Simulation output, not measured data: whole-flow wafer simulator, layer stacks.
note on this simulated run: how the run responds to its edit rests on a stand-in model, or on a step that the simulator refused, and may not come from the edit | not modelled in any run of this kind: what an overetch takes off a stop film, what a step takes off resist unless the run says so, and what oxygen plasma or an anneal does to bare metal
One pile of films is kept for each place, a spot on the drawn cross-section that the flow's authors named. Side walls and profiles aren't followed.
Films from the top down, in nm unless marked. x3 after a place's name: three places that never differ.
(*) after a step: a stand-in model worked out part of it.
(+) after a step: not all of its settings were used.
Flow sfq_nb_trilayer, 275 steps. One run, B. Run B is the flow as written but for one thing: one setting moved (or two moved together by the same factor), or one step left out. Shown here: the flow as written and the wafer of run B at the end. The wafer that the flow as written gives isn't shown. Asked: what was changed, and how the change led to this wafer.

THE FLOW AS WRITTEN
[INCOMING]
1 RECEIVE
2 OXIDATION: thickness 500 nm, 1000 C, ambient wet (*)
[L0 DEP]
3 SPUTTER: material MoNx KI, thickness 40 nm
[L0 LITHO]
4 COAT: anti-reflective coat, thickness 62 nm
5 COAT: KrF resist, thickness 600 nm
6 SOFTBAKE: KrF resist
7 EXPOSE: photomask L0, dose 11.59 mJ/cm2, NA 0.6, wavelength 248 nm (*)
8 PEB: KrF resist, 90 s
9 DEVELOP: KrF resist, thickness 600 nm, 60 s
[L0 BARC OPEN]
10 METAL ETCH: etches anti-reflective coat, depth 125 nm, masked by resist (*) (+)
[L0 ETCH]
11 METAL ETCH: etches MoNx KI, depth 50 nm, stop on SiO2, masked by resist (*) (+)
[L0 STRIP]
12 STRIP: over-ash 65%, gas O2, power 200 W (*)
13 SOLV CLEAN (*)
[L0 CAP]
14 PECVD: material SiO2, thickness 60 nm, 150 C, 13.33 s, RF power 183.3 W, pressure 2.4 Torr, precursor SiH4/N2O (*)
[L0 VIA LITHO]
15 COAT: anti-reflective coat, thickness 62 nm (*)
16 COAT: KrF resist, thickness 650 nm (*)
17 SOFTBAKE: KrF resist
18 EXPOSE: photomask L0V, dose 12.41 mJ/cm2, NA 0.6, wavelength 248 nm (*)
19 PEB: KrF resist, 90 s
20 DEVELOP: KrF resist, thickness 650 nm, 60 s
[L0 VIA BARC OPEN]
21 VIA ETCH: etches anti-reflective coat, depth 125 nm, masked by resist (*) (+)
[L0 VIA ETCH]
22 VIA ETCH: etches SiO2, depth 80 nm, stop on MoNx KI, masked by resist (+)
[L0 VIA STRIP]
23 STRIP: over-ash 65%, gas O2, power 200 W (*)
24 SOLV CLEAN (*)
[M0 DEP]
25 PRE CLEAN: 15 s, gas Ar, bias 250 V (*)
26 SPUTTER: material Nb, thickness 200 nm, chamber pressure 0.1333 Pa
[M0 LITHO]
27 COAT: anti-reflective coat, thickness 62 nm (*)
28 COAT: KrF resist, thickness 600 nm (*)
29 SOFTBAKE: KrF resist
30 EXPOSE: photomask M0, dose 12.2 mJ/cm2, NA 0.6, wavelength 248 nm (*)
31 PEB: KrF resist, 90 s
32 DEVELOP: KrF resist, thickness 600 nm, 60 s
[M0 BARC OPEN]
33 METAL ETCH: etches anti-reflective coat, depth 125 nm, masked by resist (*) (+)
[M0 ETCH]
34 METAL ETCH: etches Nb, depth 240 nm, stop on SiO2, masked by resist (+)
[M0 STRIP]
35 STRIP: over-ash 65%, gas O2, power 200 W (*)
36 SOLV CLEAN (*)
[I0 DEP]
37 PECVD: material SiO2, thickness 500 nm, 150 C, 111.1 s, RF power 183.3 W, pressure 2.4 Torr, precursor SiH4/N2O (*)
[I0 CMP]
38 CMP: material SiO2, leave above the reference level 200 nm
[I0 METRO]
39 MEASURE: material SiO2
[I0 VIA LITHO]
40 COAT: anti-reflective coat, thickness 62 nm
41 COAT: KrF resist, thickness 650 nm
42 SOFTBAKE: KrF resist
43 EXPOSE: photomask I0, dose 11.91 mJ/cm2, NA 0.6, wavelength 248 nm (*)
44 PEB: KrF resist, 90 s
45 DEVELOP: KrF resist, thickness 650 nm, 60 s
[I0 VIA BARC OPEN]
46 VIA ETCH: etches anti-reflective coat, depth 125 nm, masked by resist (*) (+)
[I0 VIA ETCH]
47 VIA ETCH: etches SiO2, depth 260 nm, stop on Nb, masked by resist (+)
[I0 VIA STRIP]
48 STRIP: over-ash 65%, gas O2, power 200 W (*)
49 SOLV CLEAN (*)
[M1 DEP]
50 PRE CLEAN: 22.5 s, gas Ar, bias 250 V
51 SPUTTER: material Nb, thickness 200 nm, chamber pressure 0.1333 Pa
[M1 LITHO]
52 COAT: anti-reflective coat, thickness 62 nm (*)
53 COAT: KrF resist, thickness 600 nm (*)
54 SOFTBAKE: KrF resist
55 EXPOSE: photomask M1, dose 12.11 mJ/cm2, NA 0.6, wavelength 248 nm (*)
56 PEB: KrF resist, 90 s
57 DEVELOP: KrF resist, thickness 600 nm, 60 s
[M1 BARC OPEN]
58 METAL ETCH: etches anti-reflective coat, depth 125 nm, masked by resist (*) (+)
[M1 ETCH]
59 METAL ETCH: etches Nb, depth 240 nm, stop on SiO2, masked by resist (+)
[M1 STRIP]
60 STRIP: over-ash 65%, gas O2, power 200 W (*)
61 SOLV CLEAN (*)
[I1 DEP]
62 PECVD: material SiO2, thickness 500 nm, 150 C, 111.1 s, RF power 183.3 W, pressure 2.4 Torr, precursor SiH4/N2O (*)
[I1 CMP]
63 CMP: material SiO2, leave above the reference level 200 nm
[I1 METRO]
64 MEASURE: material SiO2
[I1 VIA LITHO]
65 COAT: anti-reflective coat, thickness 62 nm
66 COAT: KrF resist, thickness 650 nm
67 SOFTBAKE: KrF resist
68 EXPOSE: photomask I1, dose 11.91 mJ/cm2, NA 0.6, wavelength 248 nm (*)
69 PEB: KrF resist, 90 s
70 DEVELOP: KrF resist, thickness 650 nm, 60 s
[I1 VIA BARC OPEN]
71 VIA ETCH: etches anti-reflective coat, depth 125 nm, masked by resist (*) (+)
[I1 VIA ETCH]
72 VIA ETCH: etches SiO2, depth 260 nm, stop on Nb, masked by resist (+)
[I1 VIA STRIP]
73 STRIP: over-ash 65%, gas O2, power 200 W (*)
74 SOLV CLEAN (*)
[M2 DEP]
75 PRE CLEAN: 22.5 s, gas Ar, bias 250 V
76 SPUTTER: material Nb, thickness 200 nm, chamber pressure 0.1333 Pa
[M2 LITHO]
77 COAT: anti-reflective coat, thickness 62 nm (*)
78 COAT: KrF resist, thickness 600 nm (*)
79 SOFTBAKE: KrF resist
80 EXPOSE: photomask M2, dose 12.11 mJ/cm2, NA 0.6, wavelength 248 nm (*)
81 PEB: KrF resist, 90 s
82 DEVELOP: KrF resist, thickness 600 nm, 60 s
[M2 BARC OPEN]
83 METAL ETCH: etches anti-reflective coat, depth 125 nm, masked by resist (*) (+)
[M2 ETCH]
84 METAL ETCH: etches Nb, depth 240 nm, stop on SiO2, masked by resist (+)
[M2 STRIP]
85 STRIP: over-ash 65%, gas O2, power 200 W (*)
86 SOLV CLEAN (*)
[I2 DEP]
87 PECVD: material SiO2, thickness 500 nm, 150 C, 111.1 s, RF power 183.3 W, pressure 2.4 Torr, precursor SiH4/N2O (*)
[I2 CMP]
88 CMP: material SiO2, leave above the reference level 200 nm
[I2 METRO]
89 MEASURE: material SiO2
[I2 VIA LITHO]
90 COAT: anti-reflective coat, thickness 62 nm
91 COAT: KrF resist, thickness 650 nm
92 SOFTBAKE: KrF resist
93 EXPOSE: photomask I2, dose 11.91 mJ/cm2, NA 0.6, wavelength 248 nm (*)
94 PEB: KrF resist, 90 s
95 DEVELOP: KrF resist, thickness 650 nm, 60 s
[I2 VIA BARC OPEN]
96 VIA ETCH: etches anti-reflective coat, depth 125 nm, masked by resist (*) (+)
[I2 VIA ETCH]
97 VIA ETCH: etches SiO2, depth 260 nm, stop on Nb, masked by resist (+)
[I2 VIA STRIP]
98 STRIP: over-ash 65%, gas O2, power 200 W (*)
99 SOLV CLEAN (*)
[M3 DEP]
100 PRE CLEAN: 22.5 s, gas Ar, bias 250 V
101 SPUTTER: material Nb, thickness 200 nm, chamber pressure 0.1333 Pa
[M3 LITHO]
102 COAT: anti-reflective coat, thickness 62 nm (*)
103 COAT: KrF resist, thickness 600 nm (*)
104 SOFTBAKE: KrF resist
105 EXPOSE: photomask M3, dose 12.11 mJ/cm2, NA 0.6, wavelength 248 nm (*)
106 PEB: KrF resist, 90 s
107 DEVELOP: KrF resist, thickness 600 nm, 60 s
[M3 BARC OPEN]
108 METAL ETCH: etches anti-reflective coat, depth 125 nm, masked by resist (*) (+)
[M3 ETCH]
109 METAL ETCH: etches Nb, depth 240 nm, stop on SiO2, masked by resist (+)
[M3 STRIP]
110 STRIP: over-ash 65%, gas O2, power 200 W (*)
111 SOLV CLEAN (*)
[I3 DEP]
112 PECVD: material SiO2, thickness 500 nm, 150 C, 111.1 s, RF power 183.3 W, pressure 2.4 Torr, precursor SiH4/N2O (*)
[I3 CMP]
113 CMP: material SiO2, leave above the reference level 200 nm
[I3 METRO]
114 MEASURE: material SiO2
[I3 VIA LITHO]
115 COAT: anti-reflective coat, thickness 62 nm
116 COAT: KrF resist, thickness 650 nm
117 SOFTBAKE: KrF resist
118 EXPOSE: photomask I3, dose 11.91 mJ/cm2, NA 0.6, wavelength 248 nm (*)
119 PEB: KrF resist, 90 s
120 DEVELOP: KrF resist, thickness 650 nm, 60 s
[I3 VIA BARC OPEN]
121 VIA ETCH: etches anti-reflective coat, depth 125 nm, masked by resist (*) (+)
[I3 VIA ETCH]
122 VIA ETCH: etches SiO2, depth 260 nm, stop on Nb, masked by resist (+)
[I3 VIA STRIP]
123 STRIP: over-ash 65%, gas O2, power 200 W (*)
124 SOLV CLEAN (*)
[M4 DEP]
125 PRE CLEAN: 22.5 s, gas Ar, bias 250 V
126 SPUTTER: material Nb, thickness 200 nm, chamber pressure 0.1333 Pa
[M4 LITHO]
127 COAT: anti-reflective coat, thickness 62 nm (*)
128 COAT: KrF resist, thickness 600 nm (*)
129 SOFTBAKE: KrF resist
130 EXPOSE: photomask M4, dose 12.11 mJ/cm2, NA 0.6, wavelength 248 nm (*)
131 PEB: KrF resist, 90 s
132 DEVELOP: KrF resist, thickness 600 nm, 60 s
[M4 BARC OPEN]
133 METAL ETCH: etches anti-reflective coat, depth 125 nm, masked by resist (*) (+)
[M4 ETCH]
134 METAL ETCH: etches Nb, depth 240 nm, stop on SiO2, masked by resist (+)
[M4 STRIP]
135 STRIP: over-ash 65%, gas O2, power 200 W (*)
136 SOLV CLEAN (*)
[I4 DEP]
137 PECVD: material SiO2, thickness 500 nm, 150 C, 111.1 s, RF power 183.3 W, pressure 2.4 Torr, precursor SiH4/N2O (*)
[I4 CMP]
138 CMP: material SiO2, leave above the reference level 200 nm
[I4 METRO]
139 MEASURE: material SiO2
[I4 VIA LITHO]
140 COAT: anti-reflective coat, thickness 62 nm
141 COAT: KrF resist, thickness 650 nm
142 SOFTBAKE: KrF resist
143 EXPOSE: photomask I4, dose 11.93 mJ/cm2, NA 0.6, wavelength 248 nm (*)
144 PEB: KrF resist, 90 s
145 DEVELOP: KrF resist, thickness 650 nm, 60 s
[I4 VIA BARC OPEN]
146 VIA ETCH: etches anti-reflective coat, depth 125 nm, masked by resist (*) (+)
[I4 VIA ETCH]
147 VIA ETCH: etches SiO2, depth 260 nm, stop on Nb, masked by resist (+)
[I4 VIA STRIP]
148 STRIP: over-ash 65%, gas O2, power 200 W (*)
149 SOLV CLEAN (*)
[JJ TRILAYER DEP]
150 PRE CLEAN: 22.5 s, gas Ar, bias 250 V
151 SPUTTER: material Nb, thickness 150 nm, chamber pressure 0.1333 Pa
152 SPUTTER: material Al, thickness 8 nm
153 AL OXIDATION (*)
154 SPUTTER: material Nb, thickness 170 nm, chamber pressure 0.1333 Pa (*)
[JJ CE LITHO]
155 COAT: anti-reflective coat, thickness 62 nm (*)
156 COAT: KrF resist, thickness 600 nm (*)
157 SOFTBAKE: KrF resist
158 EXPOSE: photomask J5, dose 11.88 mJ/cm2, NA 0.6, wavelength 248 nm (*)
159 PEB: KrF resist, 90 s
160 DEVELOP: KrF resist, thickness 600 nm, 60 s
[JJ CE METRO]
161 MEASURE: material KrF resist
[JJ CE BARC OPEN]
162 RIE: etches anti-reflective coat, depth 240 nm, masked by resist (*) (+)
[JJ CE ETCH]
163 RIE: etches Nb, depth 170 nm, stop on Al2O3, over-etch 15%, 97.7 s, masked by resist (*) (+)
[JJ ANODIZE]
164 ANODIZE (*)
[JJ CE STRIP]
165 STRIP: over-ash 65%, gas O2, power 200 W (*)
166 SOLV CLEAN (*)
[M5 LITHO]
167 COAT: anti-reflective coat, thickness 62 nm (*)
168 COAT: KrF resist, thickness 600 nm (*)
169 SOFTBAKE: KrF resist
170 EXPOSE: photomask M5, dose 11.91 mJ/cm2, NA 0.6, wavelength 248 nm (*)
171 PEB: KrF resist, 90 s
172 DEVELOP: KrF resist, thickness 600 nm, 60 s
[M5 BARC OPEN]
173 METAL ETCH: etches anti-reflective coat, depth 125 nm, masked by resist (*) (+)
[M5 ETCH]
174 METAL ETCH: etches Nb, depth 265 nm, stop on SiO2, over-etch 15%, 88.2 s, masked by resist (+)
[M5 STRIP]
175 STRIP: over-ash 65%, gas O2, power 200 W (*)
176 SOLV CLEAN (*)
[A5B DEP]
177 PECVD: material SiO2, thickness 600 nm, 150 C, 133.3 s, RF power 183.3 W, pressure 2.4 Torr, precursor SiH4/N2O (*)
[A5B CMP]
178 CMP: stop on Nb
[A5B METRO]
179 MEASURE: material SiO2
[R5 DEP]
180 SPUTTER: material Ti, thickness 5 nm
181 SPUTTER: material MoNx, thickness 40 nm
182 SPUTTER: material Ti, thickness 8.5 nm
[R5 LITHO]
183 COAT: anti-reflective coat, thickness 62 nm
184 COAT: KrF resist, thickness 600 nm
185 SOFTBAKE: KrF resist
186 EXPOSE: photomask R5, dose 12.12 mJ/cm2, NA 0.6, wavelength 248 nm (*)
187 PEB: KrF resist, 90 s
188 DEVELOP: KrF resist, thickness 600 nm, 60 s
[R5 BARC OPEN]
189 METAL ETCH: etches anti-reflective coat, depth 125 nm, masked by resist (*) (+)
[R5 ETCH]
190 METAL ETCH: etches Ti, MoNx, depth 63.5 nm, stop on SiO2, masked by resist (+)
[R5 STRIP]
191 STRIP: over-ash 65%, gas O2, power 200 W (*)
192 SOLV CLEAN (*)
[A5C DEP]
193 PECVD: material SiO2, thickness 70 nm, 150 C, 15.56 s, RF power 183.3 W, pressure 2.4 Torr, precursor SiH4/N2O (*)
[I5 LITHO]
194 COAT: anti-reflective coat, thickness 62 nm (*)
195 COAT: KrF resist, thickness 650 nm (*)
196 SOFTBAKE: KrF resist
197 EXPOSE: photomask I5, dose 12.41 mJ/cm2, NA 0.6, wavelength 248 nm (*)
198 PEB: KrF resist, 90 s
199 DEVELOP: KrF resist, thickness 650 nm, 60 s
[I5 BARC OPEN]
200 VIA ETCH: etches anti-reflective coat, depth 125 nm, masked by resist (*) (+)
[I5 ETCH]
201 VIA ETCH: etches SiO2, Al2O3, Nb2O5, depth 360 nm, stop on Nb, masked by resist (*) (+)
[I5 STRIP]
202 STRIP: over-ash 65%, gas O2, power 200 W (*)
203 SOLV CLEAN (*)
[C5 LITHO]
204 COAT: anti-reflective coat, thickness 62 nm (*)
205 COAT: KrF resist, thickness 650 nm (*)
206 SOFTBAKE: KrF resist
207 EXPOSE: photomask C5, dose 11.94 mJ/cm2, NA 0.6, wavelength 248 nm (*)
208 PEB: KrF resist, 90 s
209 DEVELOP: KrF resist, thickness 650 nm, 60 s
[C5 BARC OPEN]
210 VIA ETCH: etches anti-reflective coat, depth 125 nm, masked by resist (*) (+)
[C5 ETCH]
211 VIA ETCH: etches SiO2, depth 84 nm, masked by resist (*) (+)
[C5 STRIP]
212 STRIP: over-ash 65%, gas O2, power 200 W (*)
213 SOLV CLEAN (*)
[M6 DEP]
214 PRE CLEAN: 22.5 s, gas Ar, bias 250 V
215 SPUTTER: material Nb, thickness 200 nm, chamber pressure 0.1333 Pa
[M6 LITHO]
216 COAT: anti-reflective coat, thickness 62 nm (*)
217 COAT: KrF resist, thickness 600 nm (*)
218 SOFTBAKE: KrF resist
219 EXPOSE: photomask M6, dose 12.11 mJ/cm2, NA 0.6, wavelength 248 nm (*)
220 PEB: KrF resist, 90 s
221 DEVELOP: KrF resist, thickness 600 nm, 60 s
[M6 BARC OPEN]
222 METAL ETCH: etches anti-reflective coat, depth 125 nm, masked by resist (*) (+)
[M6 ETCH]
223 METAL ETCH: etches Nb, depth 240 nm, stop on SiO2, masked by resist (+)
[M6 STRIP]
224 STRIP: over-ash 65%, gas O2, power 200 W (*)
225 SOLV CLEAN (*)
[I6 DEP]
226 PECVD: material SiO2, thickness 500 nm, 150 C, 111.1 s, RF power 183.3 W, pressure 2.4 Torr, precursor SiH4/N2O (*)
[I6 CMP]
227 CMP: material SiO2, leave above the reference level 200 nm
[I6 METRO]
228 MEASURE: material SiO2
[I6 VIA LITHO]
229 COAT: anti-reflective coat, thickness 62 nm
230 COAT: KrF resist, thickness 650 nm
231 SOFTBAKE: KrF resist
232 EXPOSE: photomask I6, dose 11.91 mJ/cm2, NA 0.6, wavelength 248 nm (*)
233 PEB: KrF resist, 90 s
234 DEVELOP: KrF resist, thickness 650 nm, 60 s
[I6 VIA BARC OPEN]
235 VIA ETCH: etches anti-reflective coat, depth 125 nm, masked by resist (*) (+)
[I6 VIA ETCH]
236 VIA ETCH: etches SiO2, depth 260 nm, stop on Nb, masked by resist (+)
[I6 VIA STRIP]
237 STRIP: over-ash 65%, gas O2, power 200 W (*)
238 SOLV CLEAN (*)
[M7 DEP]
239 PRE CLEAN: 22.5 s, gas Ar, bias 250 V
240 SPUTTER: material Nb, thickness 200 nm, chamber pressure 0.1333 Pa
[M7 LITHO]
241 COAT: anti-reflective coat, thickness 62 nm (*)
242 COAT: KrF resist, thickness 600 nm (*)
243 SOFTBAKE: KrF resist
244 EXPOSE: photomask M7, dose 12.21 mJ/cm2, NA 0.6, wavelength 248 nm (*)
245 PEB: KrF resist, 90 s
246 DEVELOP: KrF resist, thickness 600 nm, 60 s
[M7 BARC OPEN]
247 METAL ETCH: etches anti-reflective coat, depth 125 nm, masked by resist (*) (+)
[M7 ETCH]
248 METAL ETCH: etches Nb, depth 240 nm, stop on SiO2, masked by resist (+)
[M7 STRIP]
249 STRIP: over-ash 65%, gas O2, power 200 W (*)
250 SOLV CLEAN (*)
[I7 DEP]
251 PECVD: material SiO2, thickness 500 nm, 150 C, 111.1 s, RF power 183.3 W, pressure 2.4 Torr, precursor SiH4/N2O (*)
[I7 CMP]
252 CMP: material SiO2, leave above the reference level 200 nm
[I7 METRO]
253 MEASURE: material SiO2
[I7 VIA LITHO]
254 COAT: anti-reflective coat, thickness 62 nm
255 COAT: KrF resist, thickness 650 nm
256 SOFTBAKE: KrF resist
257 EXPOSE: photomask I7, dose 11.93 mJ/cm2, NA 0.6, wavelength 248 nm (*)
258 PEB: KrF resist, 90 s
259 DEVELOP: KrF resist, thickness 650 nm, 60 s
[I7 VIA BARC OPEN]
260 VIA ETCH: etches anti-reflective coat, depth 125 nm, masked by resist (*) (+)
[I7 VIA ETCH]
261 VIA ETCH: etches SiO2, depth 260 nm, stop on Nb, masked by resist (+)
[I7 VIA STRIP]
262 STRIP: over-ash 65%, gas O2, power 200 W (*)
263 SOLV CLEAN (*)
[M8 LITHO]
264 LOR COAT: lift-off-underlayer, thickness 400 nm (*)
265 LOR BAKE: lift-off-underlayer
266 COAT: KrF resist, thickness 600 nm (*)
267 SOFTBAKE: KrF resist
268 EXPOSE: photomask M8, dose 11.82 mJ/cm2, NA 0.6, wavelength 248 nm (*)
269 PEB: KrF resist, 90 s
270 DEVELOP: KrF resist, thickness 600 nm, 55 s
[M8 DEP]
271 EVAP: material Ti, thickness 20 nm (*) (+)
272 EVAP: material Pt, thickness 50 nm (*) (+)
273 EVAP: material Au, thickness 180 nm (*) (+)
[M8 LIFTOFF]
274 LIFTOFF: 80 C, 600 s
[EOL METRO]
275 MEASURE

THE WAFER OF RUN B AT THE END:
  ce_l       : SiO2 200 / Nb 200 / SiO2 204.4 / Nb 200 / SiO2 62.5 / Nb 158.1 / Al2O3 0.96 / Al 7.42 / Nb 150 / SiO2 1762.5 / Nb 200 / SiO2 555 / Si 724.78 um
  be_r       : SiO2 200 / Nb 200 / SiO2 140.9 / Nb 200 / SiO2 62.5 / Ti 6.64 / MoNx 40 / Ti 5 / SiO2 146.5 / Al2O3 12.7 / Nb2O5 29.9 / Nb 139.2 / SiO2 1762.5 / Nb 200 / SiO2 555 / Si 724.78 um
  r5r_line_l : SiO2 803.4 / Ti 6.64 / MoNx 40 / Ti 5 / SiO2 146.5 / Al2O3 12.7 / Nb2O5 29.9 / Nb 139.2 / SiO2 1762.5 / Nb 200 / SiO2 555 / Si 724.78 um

The cause: step 182, SPUTTER: thickness 6.64 nm was run, where the flow has thickness 8.5 nm.
It can be read off the wafer: be_r has Ti 6.64, and step 182 as written asks for 8.5 nm.

How the change led to this, step by step:
  182 SPUTTER: material Ti, thickness 8.5 nm
      field_l, v_sur, via_wl and 103 more: Ti +6.64 (new film) (as written it would be: Ti +8.5 (new film))
  190 METAL ETCH: etches Ti, MoNx, depth 63.5 nm, stop on SiO2, masked by resist (+)
      field_l, v_sur, via_wl and 92 more: Ti -6.64 (all of it), MoNx -40 (all of it), Ti -5 (all of it) (as written it would be: Ti -8.5 (all of it), MoNx -40 (all of it), Ti -5 (all of it))
      ce_l, c5j, ce_r, wl_jj: Ti -6.64 (all of it), MoNx -40 (all of it), Ti -5 (all of it), Nb -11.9 (as written it would be: Ti -8.5 (all of it), MoNx -40 (all of it), Ti -5 (all of it), Nb -10)
